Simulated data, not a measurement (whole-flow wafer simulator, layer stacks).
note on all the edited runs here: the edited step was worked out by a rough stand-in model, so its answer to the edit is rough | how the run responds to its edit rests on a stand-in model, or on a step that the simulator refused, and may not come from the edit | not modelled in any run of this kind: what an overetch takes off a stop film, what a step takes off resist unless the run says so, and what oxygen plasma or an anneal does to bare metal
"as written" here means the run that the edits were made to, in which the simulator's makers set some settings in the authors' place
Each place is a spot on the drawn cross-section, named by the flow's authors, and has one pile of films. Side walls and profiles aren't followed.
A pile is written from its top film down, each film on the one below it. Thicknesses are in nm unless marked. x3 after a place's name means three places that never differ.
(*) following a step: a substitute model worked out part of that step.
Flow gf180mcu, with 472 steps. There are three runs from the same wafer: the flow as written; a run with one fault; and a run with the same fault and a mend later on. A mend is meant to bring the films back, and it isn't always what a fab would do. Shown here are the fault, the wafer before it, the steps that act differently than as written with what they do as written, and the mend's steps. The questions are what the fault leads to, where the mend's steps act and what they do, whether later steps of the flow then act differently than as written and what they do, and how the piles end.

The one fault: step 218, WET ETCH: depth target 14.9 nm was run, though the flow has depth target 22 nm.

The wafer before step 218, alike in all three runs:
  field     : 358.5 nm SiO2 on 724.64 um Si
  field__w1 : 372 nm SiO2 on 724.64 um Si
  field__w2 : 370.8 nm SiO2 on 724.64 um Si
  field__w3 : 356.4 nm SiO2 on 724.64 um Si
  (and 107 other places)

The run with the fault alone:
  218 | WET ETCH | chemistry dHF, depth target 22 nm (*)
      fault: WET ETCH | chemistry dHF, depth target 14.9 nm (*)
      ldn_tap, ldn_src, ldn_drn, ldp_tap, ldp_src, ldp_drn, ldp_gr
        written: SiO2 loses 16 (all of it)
        fault: SiO2 loses 15.4
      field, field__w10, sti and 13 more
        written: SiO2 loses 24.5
        fault: SiO2 loses 16.7
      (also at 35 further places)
  Steps later in the flow that act otherwise than as written (not shown: 6 more steps that differ only slightly, by at most 2% or 0.5 nm, whichever is larger):
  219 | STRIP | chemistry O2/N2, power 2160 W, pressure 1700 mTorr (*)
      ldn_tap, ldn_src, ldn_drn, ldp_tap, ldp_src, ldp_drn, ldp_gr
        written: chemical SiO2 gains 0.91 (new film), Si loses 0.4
        fault: nothing
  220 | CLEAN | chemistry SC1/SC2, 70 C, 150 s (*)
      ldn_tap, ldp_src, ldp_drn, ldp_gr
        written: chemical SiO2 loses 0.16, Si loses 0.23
        fault: SiO2 loses 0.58 (all of it)
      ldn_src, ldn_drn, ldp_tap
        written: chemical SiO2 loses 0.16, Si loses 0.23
        fault: SiO2 loses 0.57 (all of it)
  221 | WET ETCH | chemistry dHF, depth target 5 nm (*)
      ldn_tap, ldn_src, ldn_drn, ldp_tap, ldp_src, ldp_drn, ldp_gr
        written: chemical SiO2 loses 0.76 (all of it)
        fault: nothing
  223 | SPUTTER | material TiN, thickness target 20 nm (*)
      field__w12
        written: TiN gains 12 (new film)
        fault: TiN gains 12.9 (new film)
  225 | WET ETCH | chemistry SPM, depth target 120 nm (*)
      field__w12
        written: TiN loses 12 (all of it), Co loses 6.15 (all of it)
        fault: TiN loses 12.9 (all of it), Co loses 6.3 (all of it)
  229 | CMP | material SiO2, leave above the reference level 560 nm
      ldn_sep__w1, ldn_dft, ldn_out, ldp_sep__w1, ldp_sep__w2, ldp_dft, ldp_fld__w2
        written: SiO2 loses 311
        fault: SiO2 loses 318.8
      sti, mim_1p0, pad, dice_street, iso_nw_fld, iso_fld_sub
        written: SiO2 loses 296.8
        fault: SiO2 loses 304.6
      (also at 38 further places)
  The piles end only slightly different from the flow's at the places that both follow, by no more than 2% or 0.5 nm, whichever is larger.

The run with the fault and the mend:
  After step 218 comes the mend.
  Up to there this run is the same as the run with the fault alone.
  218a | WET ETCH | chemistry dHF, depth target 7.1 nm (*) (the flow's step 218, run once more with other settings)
      field, field__w1, field__w2 and 47 more
        SiO2 loses 7.1
      ldn_tap, ldp_src, ldp_drn, ldp_gr
        SiO2 loses 0.58 (all of it)
      ldn_src, ldn_drn, ldp_tap
        SiO2 loses 0.57 (all of it)
  None of the later steps of the flow differs from how it acts as written, at any place that is followed, by more than 2% or 0.5 nm, whichever is larger.
  The piles end only slightly different from the flow's at the places that both follow, by no more than 2% or 0.5 nm, whichever is larger.
